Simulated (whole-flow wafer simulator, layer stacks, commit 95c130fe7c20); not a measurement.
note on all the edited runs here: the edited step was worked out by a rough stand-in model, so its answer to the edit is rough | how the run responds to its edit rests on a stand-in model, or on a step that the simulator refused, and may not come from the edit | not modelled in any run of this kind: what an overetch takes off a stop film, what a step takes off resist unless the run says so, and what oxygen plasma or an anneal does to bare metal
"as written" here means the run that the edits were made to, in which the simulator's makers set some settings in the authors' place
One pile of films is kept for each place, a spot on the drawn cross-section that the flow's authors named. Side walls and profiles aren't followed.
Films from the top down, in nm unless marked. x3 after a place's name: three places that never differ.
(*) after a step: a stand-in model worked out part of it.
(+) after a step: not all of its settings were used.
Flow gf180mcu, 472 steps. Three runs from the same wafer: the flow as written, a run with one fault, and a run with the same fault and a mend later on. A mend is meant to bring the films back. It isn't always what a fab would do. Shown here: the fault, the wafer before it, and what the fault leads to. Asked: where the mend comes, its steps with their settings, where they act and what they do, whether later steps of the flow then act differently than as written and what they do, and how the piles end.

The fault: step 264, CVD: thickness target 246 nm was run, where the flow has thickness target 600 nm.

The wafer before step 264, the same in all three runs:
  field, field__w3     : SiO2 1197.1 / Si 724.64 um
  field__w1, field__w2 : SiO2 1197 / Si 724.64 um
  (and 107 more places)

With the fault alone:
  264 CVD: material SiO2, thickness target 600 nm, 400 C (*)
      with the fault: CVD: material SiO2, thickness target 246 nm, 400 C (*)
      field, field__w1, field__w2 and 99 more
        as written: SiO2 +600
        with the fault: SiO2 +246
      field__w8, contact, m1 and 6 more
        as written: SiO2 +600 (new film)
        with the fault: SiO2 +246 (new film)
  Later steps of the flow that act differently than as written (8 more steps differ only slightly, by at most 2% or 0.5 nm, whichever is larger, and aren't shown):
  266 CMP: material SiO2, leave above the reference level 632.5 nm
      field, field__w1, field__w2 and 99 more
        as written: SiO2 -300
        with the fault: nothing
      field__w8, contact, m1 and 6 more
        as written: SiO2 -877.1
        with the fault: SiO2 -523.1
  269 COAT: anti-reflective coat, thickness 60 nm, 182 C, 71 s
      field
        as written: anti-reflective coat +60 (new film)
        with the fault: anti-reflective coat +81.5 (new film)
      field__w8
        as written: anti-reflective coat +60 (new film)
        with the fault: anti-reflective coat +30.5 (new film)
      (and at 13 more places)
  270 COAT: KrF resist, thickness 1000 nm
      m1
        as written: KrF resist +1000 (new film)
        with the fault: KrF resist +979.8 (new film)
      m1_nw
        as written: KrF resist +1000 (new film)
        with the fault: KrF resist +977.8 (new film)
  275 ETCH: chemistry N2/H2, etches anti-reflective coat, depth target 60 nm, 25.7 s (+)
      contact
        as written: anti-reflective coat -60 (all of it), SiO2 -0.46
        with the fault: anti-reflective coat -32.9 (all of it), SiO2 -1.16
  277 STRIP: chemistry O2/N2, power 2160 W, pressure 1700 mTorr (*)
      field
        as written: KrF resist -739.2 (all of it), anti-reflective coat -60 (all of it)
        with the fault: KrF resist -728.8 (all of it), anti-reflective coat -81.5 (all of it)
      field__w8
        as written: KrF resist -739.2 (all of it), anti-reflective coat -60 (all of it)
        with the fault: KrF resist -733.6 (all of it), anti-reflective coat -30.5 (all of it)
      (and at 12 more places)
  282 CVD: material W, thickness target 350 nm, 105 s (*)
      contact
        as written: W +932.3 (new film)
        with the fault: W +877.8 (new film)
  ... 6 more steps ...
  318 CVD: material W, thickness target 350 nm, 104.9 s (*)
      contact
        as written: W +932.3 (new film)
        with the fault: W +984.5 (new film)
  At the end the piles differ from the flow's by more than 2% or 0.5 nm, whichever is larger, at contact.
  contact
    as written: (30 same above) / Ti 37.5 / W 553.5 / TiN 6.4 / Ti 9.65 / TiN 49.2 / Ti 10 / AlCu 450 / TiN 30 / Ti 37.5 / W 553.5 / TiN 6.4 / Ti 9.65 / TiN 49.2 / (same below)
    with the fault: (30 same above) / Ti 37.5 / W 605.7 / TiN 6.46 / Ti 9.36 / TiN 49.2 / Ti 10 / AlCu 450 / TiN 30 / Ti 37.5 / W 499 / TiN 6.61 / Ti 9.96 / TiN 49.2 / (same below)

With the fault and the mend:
  The mend comes after step 264.
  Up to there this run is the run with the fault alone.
  264a CVD: material SiO2, thickness target 354 nm, 400 C (*) (the flow's step 264 once more, with other settings)
      field, field__w1, field__w2 and 108 more
        SiO2 +354
  No later step of the flow acts differently than as written at any place that is followed.
  At the end the piles are the same as the flow's at every place that both follow.
